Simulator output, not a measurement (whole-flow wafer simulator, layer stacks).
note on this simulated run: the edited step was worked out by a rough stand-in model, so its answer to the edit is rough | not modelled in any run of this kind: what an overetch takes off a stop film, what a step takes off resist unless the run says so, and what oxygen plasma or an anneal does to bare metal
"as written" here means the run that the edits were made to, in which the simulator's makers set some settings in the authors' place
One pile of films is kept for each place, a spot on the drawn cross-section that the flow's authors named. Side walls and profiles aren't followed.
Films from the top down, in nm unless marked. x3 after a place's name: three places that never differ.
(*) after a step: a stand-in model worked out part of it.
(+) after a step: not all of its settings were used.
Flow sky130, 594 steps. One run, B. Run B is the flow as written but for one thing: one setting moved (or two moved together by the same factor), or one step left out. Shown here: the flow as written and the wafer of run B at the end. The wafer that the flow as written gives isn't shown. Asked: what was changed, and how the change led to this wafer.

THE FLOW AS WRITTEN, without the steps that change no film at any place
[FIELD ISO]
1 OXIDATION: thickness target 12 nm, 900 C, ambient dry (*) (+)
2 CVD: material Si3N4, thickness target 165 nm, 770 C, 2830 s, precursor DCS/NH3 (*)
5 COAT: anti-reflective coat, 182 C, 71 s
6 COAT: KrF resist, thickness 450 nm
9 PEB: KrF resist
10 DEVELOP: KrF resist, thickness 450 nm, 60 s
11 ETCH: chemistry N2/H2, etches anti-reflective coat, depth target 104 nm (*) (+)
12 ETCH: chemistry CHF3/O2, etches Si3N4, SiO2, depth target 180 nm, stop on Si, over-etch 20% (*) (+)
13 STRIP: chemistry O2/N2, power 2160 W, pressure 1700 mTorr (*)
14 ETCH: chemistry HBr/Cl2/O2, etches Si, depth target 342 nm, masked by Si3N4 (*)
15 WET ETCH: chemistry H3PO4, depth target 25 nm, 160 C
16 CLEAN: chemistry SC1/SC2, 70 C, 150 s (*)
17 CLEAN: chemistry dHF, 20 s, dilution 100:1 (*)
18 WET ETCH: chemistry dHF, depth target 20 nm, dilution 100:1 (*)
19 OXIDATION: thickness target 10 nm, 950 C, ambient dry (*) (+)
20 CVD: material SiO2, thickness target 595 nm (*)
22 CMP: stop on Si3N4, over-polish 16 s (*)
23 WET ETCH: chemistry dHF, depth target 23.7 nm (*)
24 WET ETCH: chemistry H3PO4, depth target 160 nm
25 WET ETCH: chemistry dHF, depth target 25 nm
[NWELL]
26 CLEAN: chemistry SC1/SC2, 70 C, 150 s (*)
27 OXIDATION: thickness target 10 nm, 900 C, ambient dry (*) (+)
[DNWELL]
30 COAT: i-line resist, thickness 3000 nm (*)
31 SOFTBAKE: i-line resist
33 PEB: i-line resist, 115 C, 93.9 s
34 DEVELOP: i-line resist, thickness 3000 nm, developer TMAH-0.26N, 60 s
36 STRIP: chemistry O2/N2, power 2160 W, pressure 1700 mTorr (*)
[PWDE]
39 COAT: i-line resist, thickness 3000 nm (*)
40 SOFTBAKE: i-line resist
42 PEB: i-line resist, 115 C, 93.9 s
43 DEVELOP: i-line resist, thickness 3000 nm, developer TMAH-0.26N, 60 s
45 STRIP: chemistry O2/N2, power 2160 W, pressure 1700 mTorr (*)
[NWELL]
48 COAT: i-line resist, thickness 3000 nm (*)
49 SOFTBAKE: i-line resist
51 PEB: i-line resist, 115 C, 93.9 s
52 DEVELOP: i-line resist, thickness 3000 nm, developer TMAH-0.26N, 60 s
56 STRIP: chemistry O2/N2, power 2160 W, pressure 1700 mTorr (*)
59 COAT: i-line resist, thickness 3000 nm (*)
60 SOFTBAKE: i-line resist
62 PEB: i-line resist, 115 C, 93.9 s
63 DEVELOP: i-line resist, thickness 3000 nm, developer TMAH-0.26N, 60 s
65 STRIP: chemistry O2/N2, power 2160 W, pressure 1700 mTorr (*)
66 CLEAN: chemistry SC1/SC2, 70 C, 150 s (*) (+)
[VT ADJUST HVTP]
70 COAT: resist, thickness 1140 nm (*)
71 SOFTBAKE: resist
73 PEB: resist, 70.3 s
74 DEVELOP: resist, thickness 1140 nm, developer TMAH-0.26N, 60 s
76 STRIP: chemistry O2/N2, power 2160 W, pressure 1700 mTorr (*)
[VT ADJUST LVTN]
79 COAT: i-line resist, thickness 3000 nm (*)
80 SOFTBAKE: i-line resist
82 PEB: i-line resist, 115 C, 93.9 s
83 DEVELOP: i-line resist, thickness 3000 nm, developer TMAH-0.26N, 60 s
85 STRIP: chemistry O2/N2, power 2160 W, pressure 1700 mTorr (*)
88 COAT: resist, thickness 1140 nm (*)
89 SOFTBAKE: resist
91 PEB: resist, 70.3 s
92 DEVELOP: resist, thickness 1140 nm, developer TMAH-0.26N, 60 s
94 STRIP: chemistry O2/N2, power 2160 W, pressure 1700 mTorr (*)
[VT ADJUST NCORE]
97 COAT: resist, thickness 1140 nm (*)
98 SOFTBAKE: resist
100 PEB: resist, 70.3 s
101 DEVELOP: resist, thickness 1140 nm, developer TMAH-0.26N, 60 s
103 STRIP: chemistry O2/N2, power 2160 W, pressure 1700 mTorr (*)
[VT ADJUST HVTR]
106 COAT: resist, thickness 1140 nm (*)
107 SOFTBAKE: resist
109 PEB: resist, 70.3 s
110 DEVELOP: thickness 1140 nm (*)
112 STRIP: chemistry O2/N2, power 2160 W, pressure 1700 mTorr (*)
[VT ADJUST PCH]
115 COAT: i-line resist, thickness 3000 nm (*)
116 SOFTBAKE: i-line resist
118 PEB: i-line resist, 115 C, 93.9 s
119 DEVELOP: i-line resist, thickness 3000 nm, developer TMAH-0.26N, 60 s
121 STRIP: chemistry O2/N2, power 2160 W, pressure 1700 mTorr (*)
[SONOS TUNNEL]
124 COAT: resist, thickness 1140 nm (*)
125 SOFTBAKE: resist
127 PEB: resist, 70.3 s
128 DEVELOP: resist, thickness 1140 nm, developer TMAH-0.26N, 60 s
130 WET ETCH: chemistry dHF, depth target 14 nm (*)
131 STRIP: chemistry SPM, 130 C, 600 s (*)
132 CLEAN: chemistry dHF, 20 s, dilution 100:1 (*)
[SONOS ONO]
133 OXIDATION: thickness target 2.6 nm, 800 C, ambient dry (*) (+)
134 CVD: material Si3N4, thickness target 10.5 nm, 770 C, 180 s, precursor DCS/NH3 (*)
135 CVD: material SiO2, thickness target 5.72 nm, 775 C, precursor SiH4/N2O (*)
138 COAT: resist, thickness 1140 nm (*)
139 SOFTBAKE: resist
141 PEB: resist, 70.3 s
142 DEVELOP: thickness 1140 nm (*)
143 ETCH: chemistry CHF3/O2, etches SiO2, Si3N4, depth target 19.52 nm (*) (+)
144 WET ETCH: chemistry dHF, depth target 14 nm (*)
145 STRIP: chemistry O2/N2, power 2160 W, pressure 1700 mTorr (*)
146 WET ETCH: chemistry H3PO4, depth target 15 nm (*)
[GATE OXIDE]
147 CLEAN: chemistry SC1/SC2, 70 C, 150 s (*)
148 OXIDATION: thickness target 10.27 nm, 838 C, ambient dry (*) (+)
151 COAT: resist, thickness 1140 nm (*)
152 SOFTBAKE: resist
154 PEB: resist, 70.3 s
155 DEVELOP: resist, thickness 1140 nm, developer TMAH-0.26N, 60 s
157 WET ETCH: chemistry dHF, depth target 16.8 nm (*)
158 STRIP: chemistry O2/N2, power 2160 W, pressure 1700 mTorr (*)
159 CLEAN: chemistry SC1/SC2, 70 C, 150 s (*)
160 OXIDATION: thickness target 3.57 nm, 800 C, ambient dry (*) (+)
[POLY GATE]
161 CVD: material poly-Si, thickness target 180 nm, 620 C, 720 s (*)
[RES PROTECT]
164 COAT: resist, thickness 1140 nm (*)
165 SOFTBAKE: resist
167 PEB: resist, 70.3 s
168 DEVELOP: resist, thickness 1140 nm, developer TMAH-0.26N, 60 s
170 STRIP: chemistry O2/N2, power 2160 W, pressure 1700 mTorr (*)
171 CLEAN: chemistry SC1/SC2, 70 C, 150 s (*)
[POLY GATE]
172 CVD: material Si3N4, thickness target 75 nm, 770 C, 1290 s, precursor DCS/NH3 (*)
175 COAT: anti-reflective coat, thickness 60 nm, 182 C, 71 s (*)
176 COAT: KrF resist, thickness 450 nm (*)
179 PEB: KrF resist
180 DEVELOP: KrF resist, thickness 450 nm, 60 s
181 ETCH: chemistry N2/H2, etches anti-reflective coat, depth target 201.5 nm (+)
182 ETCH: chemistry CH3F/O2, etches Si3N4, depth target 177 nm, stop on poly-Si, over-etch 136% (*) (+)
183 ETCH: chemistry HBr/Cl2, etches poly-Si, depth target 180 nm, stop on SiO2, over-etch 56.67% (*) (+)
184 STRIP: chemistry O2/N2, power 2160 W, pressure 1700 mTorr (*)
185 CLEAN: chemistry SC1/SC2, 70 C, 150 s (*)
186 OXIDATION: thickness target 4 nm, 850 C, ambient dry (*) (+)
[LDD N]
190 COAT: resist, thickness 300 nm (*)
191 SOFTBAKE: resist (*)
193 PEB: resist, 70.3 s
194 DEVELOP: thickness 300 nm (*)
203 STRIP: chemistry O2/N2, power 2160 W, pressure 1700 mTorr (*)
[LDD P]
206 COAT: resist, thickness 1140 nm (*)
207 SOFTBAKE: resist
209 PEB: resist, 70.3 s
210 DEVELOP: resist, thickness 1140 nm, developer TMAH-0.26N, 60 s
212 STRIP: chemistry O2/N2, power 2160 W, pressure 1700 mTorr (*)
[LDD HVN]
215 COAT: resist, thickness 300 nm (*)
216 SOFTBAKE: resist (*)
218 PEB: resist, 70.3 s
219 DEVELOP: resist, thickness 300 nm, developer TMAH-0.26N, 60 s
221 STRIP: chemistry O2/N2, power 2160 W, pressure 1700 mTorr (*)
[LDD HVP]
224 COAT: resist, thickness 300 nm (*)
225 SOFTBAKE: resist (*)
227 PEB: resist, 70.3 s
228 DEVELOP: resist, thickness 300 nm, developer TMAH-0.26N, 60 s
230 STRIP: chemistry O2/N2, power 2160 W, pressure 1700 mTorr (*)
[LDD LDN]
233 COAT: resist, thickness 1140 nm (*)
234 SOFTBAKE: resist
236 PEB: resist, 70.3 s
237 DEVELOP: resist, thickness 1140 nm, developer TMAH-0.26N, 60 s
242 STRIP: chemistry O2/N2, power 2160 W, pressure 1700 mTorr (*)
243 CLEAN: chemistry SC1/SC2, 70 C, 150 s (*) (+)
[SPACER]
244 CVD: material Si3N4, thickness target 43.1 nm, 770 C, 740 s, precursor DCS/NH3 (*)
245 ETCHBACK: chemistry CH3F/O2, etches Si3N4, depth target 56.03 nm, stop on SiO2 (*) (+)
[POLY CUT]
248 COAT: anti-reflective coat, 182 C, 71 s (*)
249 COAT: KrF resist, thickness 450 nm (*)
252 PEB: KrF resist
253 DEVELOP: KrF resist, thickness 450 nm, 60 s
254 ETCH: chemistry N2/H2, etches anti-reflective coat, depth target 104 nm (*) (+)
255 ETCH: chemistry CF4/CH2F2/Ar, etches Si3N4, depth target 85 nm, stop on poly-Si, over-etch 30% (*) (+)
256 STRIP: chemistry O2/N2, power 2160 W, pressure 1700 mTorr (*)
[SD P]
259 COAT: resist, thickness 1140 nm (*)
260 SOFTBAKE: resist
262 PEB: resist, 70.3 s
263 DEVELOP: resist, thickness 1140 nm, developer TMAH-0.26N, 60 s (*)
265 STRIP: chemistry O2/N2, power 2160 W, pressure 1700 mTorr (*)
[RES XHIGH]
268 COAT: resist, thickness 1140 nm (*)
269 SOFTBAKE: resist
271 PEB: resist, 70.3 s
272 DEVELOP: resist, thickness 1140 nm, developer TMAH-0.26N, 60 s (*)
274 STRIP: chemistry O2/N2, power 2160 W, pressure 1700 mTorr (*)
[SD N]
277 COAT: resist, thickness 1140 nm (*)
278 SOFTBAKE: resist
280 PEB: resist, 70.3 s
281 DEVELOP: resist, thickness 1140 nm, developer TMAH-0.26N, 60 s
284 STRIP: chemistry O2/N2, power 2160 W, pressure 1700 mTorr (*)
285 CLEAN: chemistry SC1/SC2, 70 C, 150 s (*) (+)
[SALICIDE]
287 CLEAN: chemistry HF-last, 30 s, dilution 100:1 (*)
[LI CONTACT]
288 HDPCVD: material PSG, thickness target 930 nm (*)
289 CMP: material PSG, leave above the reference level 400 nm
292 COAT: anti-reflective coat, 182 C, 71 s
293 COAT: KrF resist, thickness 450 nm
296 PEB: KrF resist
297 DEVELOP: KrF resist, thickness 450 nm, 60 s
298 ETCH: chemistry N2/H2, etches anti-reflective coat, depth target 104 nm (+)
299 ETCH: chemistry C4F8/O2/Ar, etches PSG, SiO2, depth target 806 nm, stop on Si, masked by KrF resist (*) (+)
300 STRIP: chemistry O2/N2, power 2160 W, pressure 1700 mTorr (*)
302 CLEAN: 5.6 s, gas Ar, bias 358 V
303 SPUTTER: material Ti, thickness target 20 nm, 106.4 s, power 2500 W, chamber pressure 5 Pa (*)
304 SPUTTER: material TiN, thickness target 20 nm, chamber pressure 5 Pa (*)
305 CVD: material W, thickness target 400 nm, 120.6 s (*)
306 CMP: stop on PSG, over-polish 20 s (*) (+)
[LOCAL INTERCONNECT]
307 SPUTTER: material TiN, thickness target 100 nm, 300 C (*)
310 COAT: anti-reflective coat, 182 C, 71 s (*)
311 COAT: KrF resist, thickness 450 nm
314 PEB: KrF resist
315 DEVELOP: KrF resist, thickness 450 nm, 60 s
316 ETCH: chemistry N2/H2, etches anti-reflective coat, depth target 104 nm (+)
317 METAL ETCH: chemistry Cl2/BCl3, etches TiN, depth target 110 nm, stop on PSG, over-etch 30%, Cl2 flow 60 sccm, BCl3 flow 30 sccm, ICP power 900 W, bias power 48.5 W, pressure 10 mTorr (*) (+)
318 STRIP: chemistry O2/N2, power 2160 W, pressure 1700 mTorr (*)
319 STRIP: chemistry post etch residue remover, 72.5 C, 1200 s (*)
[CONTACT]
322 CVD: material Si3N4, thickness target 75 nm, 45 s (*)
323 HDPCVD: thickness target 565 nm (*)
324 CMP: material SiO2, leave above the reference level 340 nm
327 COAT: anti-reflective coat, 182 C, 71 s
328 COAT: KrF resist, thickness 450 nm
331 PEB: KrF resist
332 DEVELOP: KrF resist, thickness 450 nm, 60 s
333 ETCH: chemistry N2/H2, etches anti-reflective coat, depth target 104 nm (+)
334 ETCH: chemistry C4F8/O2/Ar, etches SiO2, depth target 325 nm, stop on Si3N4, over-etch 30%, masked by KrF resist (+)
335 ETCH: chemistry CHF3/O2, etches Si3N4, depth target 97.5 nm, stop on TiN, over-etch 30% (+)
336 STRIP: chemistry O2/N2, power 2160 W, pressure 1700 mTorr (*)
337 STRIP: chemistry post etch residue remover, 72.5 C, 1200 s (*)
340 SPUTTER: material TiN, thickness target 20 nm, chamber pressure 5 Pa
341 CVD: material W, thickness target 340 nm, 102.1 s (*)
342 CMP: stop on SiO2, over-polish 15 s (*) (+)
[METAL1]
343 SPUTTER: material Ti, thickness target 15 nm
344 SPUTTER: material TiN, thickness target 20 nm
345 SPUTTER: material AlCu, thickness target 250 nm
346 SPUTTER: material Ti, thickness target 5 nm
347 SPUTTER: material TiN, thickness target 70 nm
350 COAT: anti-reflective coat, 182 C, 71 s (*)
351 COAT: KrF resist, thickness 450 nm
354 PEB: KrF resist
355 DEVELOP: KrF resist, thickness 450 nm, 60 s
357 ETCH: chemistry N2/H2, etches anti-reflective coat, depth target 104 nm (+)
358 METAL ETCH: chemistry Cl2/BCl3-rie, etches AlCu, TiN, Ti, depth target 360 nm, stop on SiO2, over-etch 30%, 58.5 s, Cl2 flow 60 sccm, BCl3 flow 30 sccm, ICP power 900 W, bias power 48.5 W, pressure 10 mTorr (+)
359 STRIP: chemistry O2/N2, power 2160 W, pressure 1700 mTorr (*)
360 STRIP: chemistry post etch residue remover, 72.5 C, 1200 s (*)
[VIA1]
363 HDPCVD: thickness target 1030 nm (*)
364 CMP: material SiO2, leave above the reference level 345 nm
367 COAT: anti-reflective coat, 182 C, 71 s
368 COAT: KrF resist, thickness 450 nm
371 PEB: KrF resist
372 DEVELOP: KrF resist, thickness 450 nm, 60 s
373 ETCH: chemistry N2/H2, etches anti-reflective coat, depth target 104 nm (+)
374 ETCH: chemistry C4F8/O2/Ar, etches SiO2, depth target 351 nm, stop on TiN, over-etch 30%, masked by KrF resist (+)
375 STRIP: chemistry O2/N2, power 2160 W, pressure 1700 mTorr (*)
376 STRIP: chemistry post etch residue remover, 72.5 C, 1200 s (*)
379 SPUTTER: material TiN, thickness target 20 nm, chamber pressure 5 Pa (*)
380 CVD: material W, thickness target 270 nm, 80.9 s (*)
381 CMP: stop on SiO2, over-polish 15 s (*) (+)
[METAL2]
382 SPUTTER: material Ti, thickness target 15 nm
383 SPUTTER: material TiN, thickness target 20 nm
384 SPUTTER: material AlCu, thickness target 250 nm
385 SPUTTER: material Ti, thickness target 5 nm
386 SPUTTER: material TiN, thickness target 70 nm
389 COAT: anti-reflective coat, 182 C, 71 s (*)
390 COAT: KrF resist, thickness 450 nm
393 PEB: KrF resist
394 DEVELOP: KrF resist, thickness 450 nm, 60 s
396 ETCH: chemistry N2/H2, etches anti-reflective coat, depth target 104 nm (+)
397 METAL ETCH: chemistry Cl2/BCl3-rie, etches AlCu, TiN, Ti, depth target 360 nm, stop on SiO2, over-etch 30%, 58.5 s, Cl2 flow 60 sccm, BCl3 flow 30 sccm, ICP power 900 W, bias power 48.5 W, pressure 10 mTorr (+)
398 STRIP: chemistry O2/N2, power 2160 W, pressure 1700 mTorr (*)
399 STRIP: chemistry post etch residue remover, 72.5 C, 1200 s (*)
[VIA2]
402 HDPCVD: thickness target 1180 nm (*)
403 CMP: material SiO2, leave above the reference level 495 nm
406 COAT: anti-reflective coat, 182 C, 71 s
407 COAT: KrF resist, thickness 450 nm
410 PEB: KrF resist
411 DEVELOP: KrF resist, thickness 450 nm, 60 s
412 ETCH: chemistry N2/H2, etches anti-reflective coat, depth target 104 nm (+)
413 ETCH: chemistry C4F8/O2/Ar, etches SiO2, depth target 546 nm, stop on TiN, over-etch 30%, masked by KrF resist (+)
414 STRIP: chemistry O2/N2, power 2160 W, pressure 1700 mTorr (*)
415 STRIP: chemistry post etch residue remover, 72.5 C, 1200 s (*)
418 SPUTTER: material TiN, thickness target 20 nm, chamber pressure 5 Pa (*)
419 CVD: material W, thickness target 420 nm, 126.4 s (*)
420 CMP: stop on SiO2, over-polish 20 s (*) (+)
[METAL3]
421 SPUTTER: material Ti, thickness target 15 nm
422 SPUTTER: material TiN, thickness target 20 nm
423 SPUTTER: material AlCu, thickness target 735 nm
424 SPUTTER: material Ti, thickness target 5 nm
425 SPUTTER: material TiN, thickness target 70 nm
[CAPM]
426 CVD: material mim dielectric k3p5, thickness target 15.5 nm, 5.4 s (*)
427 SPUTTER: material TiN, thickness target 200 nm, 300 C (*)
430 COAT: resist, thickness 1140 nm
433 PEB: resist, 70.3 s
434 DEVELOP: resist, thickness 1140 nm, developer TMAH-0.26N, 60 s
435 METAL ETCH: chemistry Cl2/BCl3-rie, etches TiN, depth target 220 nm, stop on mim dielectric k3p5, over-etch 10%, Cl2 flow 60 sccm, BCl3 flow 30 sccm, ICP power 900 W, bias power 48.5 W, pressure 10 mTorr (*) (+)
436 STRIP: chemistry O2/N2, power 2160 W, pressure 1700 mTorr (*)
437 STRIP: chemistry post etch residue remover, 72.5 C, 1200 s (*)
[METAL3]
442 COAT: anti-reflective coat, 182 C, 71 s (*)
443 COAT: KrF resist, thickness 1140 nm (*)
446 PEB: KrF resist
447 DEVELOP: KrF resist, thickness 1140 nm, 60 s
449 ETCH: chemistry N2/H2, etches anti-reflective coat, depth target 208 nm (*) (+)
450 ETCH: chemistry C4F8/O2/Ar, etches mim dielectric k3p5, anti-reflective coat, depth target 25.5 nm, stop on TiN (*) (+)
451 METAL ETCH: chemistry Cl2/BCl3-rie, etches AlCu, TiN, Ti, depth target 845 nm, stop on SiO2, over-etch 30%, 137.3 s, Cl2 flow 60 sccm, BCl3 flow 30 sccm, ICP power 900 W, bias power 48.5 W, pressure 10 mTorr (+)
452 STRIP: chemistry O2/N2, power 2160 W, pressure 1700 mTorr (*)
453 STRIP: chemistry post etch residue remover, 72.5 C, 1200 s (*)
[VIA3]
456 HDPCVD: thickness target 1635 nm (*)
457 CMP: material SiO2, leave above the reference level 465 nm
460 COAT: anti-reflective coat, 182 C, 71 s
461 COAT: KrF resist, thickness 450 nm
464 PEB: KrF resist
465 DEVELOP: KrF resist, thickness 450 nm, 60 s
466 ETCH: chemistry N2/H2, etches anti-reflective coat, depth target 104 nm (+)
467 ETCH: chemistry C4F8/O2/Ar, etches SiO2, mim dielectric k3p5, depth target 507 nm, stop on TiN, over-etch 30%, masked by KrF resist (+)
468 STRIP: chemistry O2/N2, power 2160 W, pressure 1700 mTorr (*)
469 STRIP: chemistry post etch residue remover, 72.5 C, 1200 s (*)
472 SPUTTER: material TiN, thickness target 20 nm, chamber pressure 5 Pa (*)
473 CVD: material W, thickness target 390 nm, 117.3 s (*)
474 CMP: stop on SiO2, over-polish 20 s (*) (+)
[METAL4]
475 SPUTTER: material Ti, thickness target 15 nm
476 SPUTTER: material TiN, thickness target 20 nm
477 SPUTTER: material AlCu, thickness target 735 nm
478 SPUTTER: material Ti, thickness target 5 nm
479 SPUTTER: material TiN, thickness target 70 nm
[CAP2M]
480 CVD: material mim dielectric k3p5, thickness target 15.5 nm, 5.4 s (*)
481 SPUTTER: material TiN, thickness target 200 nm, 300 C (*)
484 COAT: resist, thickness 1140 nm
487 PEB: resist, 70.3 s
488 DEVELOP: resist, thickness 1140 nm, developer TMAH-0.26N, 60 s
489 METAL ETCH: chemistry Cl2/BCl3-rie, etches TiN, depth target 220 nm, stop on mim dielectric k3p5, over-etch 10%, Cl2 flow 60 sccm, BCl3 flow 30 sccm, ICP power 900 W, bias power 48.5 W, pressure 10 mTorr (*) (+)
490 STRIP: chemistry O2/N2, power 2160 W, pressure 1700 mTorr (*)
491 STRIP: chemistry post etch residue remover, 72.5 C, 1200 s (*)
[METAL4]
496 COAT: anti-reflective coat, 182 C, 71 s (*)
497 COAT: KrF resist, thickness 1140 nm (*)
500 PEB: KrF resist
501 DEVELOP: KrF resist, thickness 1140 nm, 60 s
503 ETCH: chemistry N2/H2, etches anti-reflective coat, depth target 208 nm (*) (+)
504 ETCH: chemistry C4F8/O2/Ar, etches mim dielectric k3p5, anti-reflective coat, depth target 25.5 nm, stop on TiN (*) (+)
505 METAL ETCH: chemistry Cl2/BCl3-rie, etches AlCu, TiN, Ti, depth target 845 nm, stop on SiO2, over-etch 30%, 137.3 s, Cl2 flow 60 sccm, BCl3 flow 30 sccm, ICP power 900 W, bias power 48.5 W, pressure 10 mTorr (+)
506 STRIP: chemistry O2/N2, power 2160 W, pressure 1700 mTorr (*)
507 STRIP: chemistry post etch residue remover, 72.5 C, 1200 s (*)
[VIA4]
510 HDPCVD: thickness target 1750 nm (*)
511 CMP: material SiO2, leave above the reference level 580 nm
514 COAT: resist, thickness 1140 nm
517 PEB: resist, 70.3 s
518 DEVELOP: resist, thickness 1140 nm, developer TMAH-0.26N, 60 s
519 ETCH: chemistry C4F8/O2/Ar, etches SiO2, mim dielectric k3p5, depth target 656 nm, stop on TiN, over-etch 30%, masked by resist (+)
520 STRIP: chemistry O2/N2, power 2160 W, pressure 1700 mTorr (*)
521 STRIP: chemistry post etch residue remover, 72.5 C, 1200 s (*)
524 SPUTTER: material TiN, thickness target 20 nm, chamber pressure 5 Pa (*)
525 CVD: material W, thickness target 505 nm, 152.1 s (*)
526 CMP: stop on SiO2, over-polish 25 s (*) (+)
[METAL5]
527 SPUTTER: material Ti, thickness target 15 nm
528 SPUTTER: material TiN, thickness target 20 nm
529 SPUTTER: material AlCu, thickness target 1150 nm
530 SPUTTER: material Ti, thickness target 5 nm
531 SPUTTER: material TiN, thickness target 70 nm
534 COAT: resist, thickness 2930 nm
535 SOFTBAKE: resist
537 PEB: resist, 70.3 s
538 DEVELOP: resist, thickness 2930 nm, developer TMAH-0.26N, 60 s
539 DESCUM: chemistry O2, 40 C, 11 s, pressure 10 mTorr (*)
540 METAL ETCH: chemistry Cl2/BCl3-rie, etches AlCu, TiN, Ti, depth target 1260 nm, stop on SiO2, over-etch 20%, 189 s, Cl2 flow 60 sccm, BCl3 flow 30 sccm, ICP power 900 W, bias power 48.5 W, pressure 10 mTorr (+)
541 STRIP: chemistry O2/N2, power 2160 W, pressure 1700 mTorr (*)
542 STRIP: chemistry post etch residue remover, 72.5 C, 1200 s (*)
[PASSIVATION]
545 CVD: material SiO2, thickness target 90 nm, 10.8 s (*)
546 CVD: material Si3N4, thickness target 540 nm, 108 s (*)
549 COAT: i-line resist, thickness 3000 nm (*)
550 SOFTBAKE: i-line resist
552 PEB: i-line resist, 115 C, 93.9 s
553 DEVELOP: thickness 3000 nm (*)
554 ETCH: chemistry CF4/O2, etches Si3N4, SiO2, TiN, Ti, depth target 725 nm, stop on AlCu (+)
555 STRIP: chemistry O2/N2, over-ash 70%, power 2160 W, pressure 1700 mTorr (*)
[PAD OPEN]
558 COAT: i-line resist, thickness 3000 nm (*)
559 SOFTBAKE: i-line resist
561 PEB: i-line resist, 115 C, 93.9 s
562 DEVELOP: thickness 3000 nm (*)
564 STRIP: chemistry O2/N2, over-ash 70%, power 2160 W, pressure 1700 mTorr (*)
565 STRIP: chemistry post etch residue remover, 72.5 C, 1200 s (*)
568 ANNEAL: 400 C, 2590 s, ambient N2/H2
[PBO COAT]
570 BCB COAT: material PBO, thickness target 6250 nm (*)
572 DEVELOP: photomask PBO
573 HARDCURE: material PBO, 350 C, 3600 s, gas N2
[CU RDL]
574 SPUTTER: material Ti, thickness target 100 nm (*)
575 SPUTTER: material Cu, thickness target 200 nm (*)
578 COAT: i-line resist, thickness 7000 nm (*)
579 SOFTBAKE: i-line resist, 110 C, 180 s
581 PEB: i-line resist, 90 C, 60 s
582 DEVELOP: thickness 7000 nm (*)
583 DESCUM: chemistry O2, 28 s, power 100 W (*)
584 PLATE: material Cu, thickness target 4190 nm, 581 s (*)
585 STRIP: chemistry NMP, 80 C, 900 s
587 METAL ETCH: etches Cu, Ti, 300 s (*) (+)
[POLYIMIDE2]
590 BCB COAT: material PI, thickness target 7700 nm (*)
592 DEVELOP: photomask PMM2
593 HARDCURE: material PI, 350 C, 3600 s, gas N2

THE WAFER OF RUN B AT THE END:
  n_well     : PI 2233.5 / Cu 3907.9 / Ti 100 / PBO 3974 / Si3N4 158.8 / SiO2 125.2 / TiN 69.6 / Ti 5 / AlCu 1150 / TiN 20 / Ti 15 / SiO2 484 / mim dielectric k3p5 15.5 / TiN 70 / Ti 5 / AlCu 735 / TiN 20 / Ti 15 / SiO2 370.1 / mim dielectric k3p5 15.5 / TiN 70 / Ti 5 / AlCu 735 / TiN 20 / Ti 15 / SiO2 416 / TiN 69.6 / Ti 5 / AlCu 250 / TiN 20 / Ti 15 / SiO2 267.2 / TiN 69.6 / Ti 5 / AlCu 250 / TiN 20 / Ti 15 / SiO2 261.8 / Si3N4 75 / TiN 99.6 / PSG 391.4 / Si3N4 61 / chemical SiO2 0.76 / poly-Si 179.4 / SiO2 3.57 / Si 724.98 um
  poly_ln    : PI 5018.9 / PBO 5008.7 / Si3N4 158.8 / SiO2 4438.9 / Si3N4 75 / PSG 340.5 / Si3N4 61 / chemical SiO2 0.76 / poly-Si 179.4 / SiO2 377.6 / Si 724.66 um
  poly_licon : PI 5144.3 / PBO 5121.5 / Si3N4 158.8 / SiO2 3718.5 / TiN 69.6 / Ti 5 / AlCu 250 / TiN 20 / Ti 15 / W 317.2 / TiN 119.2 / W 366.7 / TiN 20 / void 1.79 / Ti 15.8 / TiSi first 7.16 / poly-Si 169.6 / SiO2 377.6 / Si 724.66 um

The cause: step 575, SPUTTER: thickness target 108 nm was run, where the flow has thickness target 200 nm.

How the change led to this, step by step:
  575 SPUTTER: material Cu, thickness target 200 nm (*)
      field, active, n_well and 190 more: Cu +108 (new film) (as written it would be: Cu +200 (new film))
  587 METAL ETCH: etches Cu, Ti, 300 s (*) (+)
      field, active, gate and 167 more: Cu -108 (all of it), Ti -100 (all of it) (as written it would be: Cu -200 (all of it), Ti -100 (all of it))
  590 BCB COAT: material PI, thickness target 7700 nm (*)
      n_well, p_well, sd_n, sd_p: PI +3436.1 (new film) (as written it would be: PI +3344.1 (new film))
      mim: PI +3758.4 (new film) (as written it would be: PI +3670.5 (new film))
      (and at 14 more places)
  593 HARDCURE: material PI, 350 C, 3600 s, gas N2
      n_well, p_well, sd_n, sd_p: PI -1202.6 (as written it would be: PI -1170.4)
